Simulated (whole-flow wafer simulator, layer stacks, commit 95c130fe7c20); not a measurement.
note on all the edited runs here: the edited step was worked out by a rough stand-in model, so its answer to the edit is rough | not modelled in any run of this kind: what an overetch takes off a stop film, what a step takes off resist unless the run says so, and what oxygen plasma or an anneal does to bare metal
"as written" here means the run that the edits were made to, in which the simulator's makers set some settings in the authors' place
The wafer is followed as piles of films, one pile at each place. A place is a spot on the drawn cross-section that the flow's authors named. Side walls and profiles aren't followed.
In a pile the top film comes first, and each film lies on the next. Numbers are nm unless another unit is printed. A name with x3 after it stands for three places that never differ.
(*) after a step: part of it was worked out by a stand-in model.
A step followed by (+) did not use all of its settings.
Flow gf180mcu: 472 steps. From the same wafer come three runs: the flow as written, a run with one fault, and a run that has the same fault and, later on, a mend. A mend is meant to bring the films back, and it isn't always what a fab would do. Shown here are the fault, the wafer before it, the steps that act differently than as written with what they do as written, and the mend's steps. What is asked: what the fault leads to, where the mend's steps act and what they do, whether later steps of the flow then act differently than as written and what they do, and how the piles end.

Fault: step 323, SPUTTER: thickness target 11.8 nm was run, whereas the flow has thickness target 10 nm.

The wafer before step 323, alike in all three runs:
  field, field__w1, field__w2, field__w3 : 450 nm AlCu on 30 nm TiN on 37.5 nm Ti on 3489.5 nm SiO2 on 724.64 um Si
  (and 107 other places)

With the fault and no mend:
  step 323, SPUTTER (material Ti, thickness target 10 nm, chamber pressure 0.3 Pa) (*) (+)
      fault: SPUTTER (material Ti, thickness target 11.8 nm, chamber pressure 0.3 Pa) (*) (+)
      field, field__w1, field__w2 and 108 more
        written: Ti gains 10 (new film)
        fault: Ti gains 11.8 (new film)
  Steps later in the flow that act otherwise than as written (5 more steps, not shown, differ only slightly: by at most 2% or 0.5 nm, whichever is larger):
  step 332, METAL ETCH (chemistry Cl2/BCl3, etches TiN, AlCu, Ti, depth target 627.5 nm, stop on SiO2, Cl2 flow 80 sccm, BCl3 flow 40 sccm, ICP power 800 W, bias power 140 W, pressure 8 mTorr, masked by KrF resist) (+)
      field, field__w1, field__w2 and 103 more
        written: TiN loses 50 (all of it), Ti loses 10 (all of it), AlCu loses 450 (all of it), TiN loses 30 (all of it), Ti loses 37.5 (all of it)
        fault: TiN loses 50 (all of it), Ti loses 11.8 (all of it), AlCu loses 450 (all of it), TiN loses 30 (all of it), Ti loses 37.5 (all of it)
  The piles end different from the flow's at field__w8, contact, m1, m1__w1, m1_nw by more than 2% or 0.5 nm, whichever is larger.
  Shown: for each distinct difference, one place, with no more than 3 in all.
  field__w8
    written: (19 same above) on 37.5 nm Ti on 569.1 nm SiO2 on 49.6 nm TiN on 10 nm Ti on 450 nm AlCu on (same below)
    fault: (19 same above) on 37.5 nm Ti on 567.3 nm SiO2 on 49.6 nm TiN on 11.8 nm Ti on 450 nm AlCu on (same below)
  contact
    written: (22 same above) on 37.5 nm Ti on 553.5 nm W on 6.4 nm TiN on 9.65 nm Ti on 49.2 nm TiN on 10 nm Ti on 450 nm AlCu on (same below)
    fault: (22 same above) on 37.5 nm Ti on 551.7 nm W on 6.41 nm TiN on 9.66 nm Ti on 49.2 nm TiN on 11.8 nm Ti on 450 nm AlCu on (same below)

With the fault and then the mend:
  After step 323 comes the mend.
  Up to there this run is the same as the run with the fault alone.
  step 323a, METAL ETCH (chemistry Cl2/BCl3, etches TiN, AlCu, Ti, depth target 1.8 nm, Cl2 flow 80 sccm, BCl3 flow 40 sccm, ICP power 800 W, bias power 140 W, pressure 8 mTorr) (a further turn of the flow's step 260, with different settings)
      field, field__w1, field__w2 and 108 more
        Ti loses 1.8
  Every later step of the flow that is run acts as written at every place that is followed.
  At every place that both follow, the piles at the end match the flow's.
